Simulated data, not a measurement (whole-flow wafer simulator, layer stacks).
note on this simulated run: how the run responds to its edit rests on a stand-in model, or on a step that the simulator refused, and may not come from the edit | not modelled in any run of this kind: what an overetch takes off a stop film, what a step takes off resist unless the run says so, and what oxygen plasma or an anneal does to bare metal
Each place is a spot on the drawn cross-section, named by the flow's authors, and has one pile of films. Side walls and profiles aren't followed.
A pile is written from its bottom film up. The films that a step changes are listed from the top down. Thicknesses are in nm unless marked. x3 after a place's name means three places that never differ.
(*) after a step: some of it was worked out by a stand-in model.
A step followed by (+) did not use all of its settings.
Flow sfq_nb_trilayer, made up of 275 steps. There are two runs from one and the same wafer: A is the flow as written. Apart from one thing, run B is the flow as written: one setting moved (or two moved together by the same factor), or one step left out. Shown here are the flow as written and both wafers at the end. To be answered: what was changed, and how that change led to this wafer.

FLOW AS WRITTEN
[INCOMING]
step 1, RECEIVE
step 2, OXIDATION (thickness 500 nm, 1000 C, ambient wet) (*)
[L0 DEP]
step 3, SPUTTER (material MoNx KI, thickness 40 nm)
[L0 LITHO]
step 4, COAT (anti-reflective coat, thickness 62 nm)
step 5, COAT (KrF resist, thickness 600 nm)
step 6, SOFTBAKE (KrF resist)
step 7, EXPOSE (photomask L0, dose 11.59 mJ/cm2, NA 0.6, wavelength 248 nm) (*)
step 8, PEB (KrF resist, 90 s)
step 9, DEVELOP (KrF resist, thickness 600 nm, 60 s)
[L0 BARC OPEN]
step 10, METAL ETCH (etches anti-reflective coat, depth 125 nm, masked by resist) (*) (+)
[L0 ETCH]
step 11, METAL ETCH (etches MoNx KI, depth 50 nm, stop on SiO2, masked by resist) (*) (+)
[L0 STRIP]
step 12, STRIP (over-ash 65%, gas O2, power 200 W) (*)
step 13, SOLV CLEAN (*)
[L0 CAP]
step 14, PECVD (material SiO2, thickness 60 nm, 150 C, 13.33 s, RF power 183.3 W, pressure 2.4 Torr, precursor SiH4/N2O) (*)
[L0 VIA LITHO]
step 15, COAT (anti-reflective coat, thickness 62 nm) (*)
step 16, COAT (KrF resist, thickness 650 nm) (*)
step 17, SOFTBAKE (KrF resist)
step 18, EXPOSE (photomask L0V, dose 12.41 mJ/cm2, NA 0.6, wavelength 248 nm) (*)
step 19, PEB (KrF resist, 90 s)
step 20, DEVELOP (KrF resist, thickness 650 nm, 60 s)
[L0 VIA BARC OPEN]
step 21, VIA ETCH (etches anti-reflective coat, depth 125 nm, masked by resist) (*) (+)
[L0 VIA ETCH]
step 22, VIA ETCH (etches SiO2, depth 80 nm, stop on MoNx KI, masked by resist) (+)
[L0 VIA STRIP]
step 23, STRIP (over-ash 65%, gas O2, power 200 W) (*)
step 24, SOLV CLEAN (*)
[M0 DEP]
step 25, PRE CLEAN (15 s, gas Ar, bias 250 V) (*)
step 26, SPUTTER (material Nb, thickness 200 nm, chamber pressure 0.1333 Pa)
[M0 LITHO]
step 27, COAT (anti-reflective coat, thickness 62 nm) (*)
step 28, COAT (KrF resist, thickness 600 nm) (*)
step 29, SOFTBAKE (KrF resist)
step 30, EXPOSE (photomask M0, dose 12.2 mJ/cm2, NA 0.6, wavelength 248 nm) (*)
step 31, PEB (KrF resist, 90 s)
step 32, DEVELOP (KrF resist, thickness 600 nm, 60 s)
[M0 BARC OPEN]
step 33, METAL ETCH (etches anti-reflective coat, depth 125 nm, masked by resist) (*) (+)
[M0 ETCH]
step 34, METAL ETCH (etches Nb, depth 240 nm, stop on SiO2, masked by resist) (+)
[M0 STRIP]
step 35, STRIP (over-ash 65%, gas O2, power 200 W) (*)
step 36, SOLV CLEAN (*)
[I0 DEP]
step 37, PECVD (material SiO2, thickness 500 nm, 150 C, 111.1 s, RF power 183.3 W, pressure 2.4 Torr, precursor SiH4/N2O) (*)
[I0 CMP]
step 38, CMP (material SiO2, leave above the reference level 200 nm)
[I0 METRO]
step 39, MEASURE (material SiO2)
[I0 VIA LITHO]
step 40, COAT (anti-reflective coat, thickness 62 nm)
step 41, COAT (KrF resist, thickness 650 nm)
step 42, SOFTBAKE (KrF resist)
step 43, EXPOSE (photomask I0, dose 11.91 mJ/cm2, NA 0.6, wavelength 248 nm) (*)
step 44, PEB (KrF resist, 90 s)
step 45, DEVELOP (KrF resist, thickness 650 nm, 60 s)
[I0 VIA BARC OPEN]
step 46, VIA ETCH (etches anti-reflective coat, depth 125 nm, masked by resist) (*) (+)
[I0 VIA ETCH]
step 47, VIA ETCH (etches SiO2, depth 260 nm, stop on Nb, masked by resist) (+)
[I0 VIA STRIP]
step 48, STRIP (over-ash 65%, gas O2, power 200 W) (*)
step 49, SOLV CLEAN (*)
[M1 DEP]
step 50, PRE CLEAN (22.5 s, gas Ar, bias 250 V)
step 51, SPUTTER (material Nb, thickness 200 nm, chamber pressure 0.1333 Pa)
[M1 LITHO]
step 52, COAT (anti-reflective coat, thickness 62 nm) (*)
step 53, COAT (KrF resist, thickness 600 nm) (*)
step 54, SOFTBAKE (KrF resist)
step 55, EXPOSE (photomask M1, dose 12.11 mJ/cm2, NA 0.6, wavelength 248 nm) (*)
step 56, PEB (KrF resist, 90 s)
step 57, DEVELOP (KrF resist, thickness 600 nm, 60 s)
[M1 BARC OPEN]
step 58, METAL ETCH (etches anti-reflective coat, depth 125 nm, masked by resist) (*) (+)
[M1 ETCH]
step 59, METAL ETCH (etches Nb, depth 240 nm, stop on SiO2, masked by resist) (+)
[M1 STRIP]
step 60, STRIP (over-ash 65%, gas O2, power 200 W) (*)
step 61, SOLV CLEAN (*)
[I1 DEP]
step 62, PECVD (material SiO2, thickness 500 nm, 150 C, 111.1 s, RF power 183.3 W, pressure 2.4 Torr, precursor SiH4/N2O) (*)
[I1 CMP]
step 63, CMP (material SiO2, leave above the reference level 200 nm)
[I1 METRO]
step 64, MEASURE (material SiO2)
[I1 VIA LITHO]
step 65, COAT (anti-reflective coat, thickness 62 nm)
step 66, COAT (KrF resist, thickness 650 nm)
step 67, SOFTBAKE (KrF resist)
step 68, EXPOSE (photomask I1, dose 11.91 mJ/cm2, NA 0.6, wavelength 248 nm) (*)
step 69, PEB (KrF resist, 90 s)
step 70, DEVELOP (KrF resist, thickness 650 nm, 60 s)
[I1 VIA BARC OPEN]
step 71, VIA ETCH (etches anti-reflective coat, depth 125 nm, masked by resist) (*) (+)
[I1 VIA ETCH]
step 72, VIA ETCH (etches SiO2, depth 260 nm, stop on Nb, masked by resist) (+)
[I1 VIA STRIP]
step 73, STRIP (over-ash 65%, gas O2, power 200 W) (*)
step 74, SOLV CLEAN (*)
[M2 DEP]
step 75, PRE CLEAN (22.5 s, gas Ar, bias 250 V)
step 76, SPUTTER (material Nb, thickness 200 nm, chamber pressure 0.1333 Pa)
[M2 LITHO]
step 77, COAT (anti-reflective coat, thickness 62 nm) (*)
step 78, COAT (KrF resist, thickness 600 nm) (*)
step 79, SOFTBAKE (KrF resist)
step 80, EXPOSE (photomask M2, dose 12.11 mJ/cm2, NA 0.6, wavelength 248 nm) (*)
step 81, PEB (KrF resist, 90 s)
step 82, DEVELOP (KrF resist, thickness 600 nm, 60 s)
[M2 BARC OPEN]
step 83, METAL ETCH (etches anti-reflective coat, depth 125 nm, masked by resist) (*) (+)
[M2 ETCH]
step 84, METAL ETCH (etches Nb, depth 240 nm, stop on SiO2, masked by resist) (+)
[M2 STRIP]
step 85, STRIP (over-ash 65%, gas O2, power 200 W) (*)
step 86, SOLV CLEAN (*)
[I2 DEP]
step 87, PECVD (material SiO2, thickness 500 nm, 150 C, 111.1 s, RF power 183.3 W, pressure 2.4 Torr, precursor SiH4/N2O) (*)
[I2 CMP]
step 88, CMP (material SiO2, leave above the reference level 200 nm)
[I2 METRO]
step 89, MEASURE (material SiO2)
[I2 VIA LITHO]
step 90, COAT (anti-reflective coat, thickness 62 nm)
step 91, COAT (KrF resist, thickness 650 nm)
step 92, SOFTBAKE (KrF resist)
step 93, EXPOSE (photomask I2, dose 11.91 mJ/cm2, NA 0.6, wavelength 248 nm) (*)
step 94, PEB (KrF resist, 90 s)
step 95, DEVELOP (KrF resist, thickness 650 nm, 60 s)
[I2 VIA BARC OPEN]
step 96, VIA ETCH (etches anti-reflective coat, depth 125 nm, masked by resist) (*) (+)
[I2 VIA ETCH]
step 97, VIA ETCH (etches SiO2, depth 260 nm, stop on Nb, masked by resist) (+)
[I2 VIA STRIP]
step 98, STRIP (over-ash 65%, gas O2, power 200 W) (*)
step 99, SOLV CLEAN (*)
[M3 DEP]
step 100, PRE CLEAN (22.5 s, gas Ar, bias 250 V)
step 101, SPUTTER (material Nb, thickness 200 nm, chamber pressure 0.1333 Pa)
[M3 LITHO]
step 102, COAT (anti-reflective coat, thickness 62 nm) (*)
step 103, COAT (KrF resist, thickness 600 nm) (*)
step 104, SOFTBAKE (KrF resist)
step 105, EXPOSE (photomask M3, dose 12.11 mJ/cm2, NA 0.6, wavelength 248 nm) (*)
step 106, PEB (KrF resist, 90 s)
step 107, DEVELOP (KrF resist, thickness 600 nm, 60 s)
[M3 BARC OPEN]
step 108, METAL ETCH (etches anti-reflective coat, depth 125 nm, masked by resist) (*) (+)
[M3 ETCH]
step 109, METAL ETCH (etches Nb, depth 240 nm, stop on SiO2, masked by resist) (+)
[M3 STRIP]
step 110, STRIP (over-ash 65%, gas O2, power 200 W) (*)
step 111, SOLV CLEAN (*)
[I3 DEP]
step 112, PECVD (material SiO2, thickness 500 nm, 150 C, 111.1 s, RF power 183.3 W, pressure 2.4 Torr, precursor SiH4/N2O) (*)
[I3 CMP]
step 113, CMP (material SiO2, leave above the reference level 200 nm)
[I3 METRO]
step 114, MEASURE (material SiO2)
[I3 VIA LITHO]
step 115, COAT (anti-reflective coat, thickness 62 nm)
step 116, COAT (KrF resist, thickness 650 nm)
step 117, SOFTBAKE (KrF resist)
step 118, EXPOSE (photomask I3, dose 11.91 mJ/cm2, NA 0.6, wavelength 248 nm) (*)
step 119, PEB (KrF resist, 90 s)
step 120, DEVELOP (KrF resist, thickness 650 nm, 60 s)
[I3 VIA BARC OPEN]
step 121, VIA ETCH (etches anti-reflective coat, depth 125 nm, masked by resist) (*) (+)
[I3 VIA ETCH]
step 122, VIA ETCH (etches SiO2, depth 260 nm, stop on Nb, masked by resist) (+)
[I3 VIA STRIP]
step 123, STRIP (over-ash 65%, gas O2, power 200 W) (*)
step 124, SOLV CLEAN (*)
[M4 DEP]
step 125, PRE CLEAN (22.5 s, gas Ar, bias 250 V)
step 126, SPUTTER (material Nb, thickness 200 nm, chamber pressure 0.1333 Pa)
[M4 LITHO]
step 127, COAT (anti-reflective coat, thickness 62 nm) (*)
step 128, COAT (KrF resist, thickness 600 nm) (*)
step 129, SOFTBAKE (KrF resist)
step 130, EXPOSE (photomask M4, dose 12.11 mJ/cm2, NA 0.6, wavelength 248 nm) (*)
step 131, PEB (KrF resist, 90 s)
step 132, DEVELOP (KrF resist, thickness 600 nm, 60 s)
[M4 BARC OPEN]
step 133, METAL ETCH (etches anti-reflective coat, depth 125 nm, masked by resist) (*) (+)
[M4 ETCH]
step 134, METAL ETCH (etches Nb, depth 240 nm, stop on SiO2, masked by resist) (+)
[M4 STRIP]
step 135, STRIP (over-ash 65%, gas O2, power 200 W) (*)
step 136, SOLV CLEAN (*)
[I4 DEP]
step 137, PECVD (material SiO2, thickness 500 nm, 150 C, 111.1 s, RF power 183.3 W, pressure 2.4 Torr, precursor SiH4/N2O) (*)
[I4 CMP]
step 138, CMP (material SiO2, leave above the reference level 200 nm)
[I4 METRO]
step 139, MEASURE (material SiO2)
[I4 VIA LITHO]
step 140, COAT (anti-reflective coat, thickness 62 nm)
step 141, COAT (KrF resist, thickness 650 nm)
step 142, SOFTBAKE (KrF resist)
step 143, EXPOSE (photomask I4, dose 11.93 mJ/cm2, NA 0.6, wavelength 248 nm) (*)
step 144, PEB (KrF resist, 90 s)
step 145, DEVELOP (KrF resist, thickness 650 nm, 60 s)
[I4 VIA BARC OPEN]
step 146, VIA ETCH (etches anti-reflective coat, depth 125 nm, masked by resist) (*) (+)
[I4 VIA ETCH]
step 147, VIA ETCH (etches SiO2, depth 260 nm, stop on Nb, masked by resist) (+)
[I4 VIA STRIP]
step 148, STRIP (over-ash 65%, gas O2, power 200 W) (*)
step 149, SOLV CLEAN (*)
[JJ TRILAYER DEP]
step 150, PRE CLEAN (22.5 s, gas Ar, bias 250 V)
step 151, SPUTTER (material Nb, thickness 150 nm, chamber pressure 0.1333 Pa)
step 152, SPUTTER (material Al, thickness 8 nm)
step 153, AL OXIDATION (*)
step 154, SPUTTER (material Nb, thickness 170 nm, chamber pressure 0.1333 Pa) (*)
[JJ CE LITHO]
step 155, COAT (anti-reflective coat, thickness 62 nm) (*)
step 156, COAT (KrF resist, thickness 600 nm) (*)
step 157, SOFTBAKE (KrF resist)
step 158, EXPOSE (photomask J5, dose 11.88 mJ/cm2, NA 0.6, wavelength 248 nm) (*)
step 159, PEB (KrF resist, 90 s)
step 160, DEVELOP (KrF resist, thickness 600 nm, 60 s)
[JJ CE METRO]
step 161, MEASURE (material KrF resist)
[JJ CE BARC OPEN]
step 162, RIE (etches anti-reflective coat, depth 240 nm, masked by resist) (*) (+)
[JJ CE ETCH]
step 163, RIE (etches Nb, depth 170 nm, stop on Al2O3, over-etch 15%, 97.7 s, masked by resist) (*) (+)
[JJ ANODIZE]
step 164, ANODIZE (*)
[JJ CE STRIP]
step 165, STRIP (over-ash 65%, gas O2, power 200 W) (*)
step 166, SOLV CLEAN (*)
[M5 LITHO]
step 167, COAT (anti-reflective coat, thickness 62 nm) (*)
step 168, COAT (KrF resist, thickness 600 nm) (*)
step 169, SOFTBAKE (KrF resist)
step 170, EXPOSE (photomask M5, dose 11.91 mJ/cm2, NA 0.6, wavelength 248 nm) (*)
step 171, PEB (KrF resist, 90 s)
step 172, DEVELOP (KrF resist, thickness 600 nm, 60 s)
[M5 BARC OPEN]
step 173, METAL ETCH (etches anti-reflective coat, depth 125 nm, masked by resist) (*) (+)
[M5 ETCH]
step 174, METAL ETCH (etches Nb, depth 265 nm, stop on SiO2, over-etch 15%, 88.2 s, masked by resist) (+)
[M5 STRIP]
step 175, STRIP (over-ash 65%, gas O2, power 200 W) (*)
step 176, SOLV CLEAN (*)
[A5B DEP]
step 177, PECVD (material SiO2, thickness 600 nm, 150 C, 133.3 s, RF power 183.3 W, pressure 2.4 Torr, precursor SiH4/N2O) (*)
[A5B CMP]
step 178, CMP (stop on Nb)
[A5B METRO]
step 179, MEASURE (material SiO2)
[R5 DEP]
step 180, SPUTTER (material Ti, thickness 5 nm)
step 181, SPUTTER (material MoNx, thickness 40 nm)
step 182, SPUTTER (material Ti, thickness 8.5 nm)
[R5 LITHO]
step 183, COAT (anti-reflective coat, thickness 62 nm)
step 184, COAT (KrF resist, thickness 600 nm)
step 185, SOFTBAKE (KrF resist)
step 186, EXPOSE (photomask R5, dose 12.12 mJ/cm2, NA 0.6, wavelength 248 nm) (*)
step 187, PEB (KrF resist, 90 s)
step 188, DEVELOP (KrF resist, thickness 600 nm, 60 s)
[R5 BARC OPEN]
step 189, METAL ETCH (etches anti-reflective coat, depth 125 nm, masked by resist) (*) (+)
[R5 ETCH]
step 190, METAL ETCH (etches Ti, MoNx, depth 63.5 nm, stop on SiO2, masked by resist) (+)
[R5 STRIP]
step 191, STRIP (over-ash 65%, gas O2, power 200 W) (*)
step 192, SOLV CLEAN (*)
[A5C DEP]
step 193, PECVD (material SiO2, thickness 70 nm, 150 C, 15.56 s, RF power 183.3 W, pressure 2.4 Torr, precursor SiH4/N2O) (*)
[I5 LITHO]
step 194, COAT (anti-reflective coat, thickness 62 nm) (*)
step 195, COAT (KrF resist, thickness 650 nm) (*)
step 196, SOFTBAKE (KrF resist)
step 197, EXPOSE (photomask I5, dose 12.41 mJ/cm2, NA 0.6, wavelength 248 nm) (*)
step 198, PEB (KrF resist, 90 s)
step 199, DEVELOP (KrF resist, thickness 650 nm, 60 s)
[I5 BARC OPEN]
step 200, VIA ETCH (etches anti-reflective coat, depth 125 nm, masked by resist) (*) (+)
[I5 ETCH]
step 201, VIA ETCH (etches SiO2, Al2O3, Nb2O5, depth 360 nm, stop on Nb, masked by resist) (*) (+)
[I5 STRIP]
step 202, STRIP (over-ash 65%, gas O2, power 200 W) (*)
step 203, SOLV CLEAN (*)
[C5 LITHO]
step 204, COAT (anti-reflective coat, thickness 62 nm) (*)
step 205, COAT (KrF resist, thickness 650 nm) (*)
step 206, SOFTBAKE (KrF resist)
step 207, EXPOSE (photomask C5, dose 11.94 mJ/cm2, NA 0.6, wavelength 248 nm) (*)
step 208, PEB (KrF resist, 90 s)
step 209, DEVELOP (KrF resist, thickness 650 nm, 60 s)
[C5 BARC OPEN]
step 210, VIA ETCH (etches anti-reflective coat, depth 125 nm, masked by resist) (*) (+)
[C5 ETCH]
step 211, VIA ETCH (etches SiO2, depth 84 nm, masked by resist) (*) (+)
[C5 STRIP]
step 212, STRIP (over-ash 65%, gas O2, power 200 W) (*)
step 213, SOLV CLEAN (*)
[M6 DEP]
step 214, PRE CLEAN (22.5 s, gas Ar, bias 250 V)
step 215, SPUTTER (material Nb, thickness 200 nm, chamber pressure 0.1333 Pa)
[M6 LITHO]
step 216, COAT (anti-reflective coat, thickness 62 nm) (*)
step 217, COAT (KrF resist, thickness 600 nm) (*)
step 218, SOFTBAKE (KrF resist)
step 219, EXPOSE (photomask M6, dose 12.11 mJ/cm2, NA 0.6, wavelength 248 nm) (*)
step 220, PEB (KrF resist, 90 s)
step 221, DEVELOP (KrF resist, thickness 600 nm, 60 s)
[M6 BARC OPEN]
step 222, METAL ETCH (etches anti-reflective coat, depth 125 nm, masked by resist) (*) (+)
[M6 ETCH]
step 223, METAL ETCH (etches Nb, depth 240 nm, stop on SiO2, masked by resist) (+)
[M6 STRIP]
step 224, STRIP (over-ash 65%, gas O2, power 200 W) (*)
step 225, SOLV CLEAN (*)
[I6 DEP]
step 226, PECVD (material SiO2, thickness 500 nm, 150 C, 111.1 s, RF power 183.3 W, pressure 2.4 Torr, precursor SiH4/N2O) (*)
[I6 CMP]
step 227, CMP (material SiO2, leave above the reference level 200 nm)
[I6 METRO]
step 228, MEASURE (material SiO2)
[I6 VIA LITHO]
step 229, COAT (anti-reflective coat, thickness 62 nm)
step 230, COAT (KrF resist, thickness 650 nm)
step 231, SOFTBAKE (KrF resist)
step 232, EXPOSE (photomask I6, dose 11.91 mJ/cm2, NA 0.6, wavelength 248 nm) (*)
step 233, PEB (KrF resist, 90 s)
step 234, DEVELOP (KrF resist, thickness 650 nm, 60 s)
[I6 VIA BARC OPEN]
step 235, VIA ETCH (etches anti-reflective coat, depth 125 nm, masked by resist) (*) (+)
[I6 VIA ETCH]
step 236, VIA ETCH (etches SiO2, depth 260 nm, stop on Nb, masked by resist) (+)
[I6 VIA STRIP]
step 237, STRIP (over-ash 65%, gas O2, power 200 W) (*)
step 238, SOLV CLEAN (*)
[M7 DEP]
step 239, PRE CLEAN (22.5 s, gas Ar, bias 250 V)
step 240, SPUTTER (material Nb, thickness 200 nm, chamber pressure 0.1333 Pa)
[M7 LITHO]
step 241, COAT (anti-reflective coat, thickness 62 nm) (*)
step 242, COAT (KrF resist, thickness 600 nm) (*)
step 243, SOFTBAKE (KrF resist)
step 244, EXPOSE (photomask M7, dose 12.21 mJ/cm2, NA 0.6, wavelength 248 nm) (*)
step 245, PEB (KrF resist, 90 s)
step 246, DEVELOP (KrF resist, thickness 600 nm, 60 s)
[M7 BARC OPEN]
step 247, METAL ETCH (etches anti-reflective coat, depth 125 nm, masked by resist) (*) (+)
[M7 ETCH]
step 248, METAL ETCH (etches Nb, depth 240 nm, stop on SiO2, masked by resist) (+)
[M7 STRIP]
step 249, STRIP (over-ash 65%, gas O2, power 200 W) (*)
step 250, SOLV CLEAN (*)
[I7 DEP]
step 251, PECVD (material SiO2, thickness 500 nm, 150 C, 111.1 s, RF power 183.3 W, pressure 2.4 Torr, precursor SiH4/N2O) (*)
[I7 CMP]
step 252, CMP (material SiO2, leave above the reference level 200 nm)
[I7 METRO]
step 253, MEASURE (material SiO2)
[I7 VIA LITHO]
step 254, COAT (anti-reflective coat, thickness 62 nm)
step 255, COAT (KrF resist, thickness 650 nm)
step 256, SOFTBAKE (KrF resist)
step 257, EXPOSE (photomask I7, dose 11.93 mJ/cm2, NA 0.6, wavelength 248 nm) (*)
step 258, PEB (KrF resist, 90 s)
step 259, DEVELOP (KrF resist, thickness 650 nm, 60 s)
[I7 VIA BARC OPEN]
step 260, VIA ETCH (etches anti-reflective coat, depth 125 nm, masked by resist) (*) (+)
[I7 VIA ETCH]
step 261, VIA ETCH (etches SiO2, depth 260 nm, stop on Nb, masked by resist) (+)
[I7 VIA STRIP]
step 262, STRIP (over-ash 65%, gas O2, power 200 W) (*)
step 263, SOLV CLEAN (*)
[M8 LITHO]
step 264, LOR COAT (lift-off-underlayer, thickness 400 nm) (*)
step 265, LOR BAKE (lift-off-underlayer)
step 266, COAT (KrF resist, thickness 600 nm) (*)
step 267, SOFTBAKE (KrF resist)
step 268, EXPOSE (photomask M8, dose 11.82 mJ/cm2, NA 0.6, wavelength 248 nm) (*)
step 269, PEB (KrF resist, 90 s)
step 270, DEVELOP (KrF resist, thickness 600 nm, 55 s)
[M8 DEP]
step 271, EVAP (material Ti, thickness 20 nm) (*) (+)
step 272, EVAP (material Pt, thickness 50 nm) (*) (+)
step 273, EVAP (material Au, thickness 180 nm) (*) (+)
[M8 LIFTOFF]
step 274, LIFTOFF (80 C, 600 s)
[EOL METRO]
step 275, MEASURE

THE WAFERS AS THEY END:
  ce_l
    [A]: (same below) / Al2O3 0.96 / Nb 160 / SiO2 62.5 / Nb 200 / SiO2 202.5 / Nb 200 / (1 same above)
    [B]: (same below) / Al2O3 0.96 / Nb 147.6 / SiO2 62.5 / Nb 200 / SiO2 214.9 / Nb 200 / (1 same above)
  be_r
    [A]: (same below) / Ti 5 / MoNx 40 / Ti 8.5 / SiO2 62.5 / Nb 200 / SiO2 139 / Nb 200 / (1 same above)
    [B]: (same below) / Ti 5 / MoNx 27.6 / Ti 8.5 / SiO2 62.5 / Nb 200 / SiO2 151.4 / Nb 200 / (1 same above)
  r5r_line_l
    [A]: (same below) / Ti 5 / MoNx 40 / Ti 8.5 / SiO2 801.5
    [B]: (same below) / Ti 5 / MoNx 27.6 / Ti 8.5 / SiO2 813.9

The reason: step 181, SPUTTER: thickness 27.6 nm was run, though the flow has thickness 40 nm.
The wafer itself shows it: be_r has MoNx 27.6, and step 181 as written asks for 40 nm.

Step by step, how the change led to this:
  step 181, SPUTTER (material MoNx, thickness 40 nm)
      field_l, v_sur, via_wl and 103 more: A +40 MoNx (new film) | B +27.6 MoNx (new film)
  step 190, METAL ETCH (etches Ti, MoNx, depth 63.5 nm, stop on SiO2, masked by resist) (+)
      field_l, v_sur, via_wl and 92 more: A -8.5 Ti (all of it), -40 MoNx (all of it), -5 Ti (all of it) | B -8.5 Ti (all of it), -27.6 MoNx (all of it), -5 Ti (all of it)
      ce_l, c5j, ce_r, wl_jj: A -8.5 Ti (all of it), -40 MoNx (all of it), -5 Ti (all of it), -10 Nb | B -8.5 Ti (all of it), -27.6 MoNx (all of it), -5 Ti (all of it), -22.4 Nb
  step 194, COAT (anti-reflective coat, thickness 62 nm) (*)
      wl_j_sl, wl_j_sr: A +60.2 anti-reflective coat (new film) | B +58.1 anti-reflective coat (new film)
      r5r_spacepad_l, r5r_spacepad_r: A +84.4 anti-reflective coat (new film) | B +79 anti-reflective coat (new film)
      (and at 12 other places as well)
  step 202, STRIP (over-ash 65%, gas O2, power 200 W) (*)
      wl_j_sl, wl_j_sr: A -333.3 KrF resist (all of it), -60.2 anti-reflective coat (all of it) | B -333.4 KrF resist (all of it), -58.1 anti-reflective coat (all of it)
      r5r_spacepad_l, r5r_spacepad_r: A -335.6 KrF resist (all of it), -84.4 anti-reflective coat (all of it) | B -335.2 KrF resist (all of it), -79 anti-reflective coat (all of it)
      (and at 12 other places as well)
  step 204, COAT (anti-reflective coat, thickness 62 nm) (*)
      wl_j_sl, wl_j_sr: A +60.2 anti-reflective coat (new film) | B +58.1 anti-reflective coat (new film)
      r5r_spacepad_l, r5r_spacepad_r: A +84.4 anti-reflective coat (new film) | B +79 anti-reflective coat (new film)
      (and at 12 other places as well)
  step 210, VIA ETCH (etches anti-reflective coat, depth 125 nm, masked by resist) (*) (+)
      c5j: A -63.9 anti-reflective coat (all of it), -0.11 SiO2 | B -67.3 anti-reflective coat (all of it), -0.1 SiO2
  step 212, STRIP (over-ash 65%, gas O2, power 200 W) (*)
      wl_j_sl, wl_j_sr: A -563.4 KrF resist (all of it), -60.2 anti-reflective coat (all of it) | B -562.6 KrF resist (all of it), -58.1 anti-reflective coat (all of it)
      r5r_spacepad_l, r5r_spacepad_r: A -565.8 KrF resist (all of it), -84.4 anti-reflective coat (all of it) | B -564.3 KrF resist (all of it), -79 anti-reflective coat (all of it)
      (and at 11 other places as well)
  step 216, COAT (anti-reflective coat, thickness 62 nm) (*)
      r5r_line_l, r5r_line_c, r5r_line_r: A +50 anti-reflective coat (new film) | B +52.1 anti-reflective coat (new film)
      wl_j_sl, wl_j_sr: A +60.2 anti-reflective coat (new film) | B +58.2 anti-reflective coat (new film)
      (and at 11 other places as well)
  step 222, METAL ETCH (etches anti-reflective coat, depth 125 nm, masked by resist) (*) (+)
      r5r_line_l, r5r_line_c, r5r_line_r: A -50 anti-reflective coat (all of it) | B -52.1 anti-reflective coat (all of it)
      r5r_spacepad_l, r5r_spacepad_r: A -85.7 anti-reflective coat (all of it) | B -79.8 anti-reflective coat (all of it)
      (and at 1 other place as well)
  step 224, STRIP (over-ash 65%, gas O2, power 200 W) (*)
      wl_j_sl, wl_j_sr: A -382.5 KrF resist (all of it), -60.2 anti-reflective coat (all of it) | B -382.4 KrF resist (all of it), -58.2 anti-reflective coat (all of it)
      jj_sur: A -378.5 KrF resist (all of it), -56.1 anti-reflective coat (all of it) | B -377.9 KrF resist (all of it), -53.7 anti-reflective coat (all of it)
      (and at 7 other places as well)
  step 226, PECVD (material SiO2, thickness 500 nm, 150 C, 111.1 s, RF power 183.3 W, pressure 2.4 Torr, precursor SiH4/N2O) (*)
      r5r_spacepad_l, r5r_spacepad_r: A +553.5 SiO2 | B +538.6 SiO2
  step 227, CMP (material SiO2, leave above the reference level 200 nm)
      ce_l, ce_r, wl_jj: A -290 SiO2 | B -277.6 SiO2
      be_r, r_sur, r_end: A -353.5 SiO2 | B -341.1 SiO2
      (and at 7 other places as well)
